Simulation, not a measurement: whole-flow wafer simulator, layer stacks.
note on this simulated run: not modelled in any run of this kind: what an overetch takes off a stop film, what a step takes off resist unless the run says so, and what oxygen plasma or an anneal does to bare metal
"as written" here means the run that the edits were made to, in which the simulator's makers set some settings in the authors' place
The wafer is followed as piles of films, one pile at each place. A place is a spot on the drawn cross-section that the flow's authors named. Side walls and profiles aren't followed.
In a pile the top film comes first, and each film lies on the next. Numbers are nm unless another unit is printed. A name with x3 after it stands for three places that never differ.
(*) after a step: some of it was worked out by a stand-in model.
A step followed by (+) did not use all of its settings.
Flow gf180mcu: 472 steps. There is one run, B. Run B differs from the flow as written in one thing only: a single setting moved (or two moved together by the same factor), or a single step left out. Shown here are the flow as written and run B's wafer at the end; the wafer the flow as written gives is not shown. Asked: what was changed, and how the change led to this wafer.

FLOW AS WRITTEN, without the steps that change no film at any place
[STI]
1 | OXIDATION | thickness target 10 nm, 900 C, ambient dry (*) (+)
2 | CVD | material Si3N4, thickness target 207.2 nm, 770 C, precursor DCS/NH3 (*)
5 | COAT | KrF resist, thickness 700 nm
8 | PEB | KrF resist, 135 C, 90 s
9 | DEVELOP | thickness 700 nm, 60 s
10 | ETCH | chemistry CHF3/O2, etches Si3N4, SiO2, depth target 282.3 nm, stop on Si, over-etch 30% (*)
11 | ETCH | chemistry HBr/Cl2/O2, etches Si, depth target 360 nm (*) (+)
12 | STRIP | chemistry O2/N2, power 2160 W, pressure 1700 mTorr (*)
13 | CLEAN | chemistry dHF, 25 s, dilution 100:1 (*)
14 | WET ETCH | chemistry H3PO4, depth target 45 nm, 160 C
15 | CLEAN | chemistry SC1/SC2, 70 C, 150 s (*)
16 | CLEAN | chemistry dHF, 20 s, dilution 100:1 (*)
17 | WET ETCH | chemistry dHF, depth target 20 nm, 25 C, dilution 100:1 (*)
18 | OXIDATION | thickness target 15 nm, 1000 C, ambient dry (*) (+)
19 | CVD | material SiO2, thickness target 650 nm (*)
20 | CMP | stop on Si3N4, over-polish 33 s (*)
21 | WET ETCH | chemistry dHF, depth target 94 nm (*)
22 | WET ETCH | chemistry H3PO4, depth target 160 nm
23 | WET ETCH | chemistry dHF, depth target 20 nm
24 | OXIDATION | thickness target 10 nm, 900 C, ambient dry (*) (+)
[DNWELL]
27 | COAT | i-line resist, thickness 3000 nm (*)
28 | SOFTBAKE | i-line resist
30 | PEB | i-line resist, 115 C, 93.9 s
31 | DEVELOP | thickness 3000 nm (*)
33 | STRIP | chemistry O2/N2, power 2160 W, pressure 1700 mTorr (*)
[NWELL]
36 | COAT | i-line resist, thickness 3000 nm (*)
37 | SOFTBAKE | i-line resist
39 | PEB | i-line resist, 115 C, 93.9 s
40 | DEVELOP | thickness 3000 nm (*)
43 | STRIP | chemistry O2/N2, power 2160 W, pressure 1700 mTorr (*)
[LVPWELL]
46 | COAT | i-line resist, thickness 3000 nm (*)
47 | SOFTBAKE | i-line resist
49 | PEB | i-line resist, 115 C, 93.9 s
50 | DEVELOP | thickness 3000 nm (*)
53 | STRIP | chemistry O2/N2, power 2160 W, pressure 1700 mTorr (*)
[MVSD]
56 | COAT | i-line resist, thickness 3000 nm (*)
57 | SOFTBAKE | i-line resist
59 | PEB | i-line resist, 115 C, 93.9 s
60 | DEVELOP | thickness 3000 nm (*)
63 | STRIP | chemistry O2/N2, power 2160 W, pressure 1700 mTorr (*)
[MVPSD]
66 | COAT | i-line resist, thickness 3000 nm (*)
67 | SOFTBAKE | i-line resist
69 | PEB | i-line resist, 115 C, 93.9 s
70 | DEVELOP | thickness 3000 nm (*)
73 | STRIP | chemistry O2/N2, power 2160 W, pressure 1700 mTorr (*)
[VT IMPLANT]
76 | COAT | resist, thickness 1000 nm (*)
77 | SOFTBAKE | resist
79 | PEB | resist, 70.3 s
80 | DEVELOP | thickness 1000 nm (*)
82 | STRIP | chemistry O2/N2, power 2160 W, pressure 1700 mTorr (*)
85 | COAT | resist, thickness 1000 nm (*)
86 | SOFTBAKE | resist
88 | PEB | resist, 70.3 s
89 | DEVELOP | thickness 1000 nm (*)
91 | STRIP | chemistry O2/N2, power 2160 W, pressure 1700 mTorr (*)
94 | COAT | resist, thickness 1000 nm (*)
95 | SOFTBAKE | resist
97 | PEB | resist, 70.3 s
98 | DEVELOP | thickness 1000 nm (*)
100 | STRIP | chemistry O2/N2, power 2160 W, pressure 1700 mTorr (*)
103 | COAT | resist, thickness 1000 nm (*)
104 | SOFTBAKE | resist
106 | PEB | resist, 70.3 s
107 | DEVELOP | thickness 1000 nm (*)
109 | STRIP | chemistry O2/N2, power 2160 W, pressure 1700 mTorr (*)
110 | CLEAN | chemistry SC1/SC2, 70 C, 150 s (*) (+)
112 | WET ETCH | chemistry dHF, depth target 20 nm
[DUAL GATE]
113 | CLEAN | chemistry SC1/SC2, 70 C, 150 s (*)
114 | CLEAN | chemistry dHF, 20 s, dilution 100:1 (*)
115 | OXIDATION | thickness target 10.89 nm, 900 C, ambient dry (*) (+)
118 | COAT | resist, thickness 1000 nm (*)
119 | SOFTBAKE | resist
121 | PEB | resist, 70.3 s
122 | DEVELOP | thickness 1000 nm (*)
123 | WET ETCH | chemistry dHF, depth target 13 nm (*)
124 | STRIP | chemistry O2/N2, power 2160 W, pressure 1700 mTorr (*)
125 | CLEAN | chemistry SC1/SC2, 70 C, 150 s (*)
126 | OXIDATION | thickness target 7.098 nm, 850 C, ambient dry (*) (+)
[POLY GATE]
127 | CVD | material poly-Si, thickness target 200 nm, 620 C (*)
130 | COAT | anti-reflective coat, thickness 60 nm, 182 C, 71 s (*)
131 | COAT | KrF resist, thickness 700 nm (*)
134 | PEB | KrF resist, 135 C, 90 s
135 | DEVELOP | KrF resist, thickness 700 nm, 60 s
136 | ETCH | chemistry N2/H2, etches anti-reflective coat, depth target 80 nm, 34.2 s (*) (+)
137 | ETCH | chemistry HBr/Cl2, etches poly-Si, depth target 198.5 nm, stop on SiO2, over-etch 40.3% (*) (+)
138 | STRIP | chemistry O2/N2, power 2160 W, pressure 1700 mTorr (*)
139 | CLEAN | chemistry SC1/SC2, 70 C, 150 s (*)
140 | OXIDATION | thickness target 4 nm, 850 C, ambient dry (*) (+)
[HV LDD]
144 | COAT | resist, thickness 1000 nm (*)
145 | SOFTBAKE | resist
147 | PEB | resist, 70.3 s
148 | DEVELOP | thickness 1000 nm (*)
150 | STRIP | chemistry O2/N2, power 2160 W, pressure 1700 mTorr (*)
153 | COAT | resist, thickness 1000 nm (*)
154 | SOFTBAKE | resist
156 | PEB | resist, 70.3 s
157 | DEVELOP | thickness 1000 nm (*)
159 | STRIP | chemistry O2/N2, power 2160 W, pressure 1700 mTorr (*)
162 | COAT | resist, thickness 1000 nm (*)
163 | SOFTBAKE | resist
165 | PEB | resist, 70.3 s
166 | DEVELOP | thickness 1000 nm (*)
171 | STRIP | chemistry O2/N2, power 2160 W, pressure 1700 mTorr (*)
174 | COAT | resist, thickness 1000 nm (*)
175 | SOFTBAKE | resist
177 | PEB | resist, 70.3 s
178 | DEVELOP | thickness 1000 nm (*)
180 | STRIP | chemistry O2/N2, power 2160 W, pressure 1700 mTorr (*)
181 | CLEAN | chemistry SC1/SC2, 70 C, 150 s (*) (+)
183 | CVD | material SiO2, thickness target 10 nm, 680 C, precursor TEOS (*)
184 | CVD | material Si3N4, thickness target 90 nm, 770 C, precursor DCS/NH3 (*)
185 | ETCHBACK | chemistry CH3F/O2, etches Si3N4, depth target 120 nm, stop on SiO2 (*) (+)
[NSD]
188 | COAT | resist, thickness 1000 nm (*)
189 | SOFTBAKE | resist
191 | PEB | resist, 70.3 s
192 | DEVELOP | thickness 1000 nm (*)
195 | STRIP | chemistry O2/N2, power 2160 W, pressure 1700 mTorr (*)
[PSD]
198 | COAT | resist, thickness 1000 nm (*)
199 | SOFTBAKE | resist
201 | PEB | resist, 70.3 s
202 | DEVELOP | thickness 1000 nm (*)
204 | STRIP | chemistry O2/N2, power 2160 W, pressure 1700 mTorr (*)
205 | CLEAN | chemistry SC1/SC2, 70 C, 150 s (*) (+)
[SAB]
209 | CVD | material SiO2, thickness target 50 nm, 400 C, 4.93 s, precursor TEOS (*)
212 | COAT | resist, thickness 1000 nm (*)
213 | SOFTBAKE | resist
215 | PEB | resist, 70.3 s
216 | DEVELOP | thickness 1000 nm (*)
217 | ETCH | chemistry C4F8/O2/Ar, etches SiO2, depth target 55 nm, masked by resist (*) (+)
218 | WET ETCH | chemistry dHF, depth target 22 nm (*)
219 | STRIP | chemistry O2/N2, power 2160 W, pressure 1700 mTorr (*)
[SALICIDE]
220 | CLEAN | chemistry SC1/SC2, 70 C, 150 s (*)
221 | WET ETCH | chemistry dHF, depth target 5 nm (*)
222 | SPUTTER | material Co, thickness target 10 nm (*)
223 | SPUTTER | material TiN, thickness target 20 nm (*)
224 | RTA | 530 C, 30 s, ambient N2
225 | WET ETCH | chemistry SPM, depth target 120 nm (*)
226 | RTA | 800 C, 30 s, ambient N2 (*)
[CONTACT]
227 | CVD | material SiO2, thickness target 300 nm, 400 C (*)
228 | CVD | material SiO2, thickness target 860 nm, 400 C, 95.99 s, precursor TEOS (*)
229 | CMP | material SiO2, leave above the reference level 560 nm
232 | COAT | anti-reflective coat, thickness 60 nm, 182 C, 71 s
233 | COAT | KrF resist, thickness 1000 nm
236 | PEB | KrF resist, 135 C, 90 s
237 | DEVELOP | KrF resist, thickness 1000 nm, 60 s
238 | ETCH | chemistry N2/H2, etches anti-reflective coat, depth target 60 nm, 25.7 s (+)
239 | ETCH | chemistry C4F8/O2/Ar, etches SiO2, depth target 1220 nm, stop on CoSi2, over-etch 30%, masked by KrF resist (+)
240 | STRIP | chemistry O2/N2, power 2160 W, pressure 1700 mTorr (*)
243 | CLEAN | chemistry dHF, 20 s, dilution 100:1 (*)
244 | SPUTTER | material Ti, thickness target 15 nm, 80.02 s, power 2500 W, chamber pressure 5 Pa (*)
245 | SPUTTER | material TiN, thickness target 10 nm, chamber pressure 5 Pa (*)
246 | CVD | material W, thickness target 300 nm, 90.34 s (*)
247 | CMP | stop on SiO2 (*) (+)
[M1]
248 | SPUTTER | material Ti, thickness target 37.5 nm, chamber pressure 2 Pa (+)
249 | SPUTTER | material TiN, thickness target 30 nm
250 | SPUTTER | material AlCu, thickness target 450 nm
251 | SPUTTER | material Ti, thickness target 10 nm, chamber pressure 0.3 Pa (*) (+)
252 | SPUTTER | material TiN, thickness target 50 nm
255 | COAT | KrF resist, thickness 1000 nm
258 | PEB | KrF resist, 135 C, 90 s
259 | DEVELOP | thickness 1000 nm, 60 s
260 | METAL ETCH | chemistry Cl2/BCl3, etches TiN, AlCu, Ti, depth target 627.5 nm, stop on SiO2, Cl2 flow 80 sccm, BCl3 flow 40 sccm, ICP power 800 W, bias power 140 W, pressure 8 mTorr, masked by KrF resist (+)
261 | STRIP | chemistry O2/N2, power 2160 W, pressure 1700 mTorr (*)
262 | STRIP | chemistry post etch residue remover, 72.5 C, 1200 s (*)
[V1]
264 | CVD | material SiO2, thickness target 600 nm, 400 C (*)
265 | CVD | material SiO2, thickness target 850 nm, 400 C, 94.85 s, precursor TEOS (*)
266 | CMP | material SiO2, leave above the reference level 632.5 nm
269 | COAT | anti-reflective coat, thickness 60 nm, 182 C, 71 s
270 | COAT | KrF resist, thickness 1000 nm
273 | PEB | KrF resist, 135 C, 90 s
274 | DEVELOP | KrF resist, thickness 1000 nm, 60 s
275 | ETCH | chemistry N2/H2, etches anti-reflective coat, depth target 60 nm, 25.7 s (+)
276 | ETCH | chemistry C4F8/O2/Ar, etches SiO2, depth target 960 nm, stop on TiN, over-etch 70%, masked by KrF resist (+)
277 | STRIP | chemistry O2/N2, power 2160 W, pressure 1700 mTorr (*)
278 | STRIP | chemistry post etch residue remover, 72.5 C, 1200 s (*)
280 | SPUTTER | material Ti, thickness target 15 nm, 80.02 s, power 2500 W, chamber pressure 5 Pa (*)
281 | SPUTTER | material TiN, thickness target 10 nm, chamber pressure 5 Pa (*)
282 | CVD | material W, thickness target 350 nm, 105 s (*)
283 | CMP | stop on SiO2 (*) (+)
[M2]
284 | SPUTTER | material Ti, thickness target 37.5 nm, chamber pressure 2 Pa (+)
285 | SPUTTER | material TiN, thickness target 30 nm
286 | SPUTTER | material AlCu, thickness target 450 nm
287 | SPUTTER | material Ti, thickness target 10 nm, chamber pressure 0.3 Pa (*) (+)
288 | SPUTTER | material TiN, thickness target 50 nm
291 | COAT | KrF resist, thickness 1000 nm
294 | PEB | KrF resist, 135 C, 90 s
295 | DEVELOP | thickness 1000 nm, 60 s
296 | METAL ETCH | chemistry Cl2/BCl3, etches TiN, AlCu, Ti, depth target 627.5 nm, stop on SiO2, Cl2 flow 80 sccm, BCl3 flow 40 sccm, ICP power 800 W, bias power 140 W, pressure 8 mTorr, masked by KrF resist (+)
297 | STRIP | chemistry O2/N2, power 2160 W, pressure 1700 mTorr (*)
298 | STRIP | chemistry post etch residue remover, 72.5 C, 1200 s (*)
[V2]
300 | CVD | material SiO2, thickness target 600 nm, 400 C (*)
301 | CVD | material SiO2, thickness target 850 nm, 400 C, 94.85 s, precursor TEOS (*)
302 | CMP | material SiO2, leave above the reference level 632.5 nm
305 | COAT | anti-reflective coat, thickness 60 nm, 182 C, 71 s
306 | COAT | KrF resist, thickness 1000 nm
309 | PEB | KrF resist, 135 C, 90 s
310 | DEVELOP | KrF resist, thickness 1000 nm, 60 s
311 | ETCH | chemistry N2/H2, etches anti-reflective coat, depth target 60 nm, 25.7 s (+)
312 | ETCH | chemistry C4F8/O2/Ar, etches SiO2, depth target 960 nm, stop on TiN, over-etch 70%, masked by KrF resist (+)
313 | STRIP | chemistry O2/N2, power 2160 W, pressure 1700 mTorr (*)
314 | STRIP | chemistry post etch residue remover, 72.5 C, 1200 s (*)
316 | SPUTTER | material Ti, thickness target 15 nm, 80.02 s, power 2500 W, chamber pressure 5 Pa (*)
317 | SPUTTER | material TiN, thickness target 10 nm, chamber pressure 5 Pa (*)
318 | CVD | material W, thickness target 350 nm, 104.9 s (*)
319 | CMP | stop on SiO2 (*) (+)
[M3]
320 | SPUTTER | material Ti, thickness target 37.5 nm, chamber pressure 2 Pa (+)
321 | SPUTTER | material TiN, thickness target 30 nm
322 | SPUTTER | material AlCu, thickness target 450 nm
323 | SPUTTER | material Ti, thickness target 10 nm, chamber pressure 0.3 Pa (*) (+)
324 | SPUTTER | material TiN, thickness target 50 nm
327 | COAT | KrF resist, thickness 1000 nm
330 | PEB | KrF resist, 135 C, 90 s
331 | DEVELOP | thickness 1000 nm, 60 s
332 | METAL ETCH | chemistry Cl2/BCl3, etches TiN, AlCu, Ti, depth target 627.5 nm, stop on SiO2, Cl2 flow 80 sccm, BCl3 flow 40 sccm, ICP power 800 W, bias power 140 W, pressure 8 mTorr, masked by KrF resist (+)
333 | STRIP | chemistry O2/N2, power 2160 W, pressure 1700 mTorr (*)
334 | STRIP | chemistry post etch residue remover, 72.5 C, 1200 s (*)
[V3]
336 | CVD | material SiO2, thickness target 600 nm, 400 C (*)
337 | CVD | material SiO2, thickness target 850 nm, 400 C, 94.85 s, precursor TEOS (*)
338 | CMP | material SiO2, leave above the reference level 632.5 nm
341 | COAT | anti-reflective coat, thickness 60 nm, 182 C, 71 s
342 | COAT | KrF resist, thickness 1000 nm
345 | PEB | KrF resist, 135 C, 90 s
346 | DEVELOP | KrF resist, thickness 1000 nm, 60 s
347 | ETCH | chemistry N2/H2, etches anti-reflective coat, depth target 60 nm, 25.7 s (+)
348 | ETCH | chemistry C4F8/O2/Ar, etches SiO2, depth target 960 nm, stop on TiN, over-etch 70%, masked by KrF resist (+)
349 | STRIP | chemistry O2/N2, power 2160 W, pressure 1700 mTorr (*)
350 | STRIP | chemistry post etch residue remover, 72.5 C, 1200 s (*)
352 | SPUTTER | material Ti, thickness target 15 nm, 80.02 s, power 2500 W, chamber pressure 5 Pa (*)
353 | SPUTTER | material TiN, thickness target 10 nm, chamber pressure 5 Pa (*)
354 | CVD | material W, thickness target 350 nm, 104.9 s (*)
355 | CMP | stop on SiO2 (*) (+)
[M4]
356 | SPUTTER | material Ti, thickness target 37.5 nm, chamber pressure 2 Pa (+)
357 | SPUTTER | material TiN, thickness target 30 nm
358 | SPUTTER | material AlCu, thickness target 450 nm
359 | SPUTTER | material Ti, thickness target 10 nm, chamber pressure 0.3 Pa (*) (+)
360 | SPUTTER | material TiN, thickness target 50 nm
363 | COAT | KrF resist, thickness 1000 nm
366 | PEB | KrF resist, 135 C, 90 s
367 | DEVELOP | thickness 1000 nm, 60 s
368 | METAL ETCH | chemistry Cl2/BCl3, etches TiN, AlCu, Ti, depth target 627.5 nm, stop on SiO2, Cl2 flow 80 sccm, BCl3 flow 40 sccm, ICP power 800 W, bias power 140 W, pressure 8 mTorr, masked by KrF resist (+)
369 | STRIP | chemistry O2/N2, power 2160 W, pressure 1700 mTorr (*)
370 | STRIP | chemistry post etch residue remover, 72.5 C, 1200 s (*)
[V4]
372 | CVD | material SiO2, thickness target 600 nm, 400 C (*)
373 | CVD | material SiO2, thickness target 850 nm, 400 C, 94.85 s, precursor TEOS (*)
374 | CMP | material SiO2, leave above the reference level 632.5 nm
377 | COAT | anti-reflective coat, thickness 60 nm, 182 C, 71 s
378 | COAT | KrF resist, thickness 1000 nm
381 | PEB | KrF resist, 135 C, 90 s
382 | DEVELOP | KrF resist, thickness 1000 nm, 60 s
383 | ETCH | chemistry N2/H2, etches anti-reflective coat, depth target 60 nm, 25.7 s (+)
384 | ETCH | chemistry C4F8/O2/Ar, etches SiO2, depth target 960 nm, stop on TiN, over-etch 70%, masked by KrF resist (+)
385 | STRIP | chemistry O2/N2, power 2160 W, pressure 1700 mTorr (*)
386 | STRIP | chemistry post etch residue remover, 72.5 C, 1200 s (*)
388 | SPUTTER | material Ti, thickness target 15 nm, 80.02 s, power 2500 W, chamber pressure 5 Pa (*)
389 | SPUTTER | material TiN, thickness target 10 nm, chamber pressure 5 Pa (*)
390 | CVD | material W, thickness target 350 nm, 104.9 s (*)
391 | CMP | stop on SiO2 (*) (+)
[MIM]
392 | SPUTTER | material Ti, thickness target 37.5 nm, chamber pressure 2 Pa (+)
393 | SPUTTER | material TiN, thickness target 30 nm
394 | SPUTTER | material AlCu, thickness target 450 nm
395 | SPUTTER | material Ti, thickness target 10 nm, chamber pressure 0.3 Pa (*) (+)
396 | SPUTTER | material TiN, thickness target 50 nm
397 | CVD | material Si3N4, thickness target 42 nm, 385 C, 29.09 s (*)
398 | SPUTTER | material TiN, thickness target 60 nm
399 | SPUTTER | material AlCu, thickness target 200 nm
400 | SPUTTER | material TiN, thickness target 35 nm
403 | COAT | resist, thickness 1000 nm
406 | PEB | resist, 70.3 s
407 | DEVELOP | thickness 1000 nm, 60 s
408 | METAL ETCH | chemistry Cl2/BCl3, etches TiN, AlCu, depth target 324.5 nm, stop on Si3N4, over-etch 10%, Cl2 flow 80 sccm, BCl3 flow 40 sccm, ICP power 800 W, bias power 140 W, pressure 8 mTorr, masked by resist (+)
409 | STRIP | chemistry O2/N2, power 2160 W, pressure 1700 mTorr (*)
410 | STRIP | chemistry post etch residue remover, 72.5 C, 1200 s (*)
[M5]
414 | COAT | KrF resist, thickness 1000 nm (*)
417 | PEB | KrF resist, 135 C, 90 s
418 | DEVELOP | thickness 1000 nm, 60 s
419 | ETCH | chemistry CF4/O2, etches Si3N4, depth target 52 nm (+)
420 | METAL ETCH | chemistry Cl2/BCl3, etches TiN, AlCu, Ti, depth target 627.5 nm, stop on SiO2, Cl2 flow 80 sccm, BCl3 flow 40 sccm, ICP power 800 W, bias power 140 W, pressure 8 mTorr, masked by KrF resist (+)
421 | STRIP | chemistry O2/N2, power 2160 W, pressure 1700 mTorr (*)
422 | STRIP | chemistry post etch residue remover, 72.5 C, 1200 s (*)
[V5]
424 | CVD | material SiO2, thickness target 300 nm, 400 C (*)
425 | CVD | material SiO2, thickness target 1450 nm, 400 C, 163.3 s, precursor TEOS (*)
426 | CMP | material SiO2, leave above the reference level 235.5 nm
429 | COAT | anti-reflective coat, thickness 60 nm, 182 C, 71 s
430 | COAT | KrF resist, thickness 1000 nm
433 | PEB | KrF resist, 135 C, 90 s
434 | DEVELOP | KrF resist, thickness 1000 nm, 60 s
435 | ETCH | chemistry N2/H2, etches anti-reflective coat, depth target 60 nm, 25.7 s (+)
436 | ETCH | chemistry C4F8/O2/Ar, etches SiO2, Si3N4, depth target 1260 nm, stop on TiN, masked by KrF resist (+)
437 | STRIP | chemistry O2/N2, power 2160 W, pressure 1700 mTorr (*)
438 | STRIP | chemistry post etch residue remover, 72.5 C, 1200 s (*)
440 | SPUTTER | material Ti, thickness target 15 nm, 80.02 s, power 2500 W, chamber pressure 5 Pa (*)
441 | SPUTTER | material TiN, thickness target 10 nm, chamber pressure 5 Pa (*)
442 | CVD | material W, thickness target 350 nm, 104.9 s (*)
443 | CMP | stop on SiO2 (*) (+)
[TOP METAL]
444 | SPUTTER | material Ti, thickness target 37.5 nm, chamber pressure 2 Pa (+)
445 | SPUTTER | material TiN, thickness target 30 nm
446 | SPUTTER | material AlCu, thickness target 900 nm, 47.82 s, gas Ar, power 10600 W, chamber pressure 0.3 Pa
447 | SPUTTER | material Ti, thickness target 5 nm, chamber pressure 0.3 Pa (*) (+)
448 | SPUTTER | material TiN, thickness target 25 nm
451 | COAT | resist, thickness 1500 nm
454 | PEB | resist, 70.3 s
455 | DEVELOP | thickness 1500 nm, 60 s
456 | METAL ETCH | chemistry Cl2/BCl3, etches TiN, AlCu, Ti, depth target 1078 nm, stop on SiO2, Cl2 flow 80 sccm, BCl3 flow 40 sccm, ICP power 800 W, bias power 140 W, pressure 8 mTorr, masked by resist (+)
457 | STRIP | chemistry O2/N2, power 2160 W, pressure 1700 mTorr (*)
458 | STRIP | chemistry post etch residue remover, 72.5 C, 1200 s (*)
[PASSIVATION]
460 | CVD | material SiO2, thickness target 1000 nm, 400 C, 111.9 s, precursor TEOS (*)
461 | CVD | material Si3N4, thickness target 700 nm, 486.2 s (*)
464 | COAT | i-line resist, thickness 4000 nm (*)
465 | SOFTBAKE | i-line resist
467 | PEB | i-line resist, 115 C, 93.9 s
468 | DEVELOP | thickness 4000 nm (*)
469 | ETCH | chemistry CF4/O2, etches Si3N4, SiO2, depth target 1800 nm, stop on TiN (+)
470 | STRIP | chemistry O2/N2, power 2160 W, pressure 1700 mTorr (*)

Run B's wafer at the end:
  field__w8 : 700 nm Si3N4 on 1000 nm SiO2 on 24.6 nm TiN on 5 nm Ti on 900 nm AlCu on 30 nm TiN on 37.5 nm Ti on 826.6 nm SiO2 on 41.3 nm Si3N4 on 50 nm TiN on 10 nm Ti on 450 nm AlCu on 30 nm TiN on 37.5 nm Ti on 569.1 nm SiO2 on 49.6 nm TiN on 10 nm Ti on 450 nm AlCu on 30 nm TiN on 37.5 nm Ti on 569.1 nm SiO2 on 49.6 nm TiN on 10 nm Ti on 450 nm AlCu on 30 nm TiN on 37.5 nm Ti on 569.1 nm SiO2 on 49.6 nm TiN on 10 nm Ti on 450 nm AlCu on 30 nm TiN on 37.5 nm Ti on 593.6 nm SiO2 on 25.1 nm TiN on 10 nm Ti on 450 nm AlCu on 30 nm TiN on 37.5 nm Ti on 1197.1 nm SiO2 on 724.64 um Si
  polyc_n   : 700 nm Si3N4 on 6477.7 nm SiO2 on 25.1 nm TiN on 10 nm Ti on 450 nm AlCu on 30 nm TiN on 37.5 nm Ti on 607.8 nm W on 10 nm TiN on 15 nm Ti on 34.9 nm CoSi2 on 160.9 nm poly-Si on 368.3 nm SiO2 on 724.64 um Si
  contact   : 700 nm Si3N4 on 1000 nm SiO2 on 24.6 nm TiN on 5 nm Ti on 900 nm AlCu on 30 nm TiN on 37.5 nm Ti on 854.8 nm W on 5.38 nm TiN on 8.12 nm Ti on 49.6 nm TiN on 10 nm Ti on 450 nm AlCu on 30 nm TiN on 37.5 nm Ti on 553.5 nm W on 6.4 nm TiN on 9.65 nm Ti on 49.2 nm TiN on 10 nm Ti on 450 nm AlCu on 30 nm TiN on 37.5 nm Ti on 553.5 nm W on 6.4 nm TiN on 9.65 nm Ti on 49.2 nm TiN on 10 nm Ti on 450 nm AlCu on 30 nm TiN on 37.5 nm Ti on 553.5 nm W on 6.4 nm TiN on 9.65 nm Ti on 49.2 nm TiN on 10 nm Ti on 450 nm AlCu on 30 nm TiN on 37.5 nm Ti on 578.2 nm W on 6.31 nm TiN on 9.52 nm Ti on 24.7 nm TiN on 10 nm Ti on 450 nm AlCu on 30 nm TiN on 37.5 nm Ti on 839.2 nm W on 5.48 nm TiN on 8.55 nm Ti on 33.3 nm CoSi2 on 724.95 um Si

Cause: step 252, SPUTTER: thickness target 25.5 nm was run, though the flow has thickness target 50 nm.

How this came from the change, step by step:
  252 | SPUTTER | material TiN, thickness target 50 nm
      field, field__w1, field__w2 and 108 more: TiN gains 25.5 (new film) (as written it would have been: TiN gains 50 (new film))
  260 | METAL ETCH | chemistry Cl2/BCl3, etches TiN, AlCu, Ti, depth target 627.5 nm, stop on SiO2, Cl2 flow 80 sccm, BCl3 flow 40 sccm, ICP power 800 W, bias power 140 W, pressure 8 mTorr, masked by KrF resist (+)
      field, field__w1, field__w2 and 99 more: TiN loses 25.5 (all of it), Ti loses 10 (all of it), AlCu loses 450 (all of it), TiN loses 30 (all of it), Ti loses 37.5 (all of it) (as written it would have been: TiN loses 50 (all of it), Ti loses 10 (all of it), AlCu loses 450 (all of it), TiN loses 30 (all of it), Ti loses 37.5 (all of it))
  266 | CMP | material SiO2, leave above the reference level 632.5 nm
      field__w8, contact, m1 and 6 more: SiO2 loses 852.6 (as written it would have been: SiO2 loses 877.1)
  276 | ETCH | chemistry C4F8/O2/Ar, etches SiO2, depth target 960 nm, stop on TiN, over-etch 70%, masked by KrF resist (+)
      contact: SiO2 loses 597 (all of it) (as written it would have been: SiO2 loses 572.5 (all of it))
  282 | CVD | material W, thickness target 350 nm, 105 s (*)
      contact: W gains 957 (new film) (as written it would have been: W gains 932.3 (new film))
